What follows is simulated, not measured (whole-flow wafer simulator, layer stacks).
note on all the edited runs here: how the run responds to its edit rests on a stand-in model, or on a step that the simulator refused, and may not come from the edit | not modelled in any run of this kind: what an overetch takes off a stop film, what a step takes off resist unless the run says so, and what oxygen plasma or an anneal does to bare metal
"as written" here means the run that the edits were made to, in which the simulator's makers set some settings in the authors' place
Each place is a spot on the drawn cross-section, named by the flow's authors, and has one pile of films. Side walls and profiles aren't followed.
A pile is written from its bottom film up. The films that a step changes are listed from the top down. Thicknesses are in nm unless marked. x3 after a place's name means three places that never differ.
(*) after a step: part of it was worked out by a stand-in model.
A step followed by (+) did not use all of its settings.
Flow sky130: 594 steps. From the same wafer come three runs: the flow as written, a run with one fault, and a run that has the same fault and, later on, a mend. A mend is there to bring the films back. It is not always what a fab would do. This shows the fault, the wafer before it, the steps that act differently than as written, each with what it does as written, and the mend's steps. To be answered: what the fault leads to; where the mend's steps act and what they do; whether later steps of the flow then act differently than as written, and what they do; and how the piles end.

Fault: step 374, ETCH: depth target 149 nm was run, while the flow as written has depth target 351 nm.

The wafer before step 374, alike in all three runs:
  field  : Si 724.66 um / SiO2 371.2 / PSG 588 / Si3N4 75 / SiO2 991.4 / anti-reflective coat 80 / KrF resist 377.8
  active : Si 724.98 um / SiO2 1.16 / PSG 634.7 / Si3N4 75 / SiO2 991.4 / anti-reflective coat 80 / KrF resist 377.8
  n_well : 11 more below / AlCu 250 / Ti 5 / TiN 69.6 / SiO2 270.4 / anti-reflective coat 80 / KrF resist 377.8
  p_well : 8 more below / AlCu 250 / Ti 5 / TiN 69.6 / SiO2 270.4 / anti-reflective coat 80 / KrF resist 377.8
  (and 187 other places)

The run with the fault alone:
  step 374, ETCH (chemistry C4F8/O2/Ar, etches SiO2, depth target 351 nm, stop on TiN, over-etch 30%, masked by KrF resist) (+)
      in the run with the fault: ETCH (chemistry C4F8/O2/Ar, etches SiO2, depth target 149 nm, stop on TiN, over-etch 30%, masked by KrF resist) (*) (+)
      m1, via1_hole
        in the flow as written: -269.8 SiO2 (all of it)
        in the run with the fault: -149 SiO2
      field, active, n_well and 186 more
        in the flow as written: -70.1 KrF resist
        in the run with the fault: -29.8 KrF resist
  Steps further on in the flow that do not act as written (not shown: 8 more steps that differ only slightly, by at most 2% or 0.5 nm, whichever is larger):
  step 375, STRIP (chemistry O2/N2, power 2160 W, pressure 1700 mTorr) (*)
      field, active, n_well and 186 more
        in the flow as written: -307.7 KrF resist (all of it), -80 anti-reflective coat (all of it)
        in the run with the fault: -348 KrF resist (all of it), -80 anti-reflective coat (all of it)
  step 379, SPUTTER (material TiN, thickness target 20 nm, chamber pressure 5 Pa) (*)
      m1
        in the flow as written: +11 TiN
        in the run with the fault: +13.5 TiN (new film)
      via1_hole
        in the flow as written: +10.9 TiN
        in the run with the fault: +13.5 TiN (new film)
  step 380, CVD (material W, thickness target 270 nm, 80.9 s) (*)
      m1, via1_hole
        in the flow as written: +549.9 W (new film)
        in the run with the fault: +426.1 W (new film)
  At m1, via1_hole, the piles at the end differ from the flow's by more than 2% or 0.5 nm, whichever is larger.
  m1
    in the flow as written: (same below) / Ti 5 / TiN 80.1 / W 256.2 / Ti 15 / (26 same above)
    in the run with the fault: (same below) / Ti 5 / TiN 69.6 / SiO2 120.8 / TiN 13.5 / W 132.4 / Ti 15 / (26 same above)
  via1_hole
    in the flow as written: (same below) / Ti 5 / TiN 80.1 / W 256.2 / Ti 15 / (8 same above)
    in the run with the fault: (same below) / Ti 5 / TiN 69.6 / SiO2 120.8 / TiN 13.5 / W 132.4 / Ti 15 / (8 same above)

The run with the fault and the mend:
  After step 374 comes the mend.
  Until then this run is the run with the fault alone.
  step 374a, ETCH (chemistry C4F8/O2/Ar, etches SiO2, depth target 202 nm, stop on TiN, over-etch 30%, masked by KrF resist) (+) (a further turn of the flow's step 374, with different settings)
      field, active, n_well and 186 more
        -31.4 KrF resist
      m1, via1_hole
        -120.8 SiO2 (all of it)
  Steps further on in the flow that do not act as written:
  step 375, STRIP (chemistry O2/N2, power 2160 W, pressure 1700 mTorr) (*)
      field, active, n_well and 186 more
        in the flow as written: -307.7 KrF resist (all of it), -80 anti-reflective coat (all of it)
        in the run with the mend: -316.6 KrF resist (all of it), -80 anti-reflective coat (all of it)
  The piles end the same as the flow's at every place that both follow.
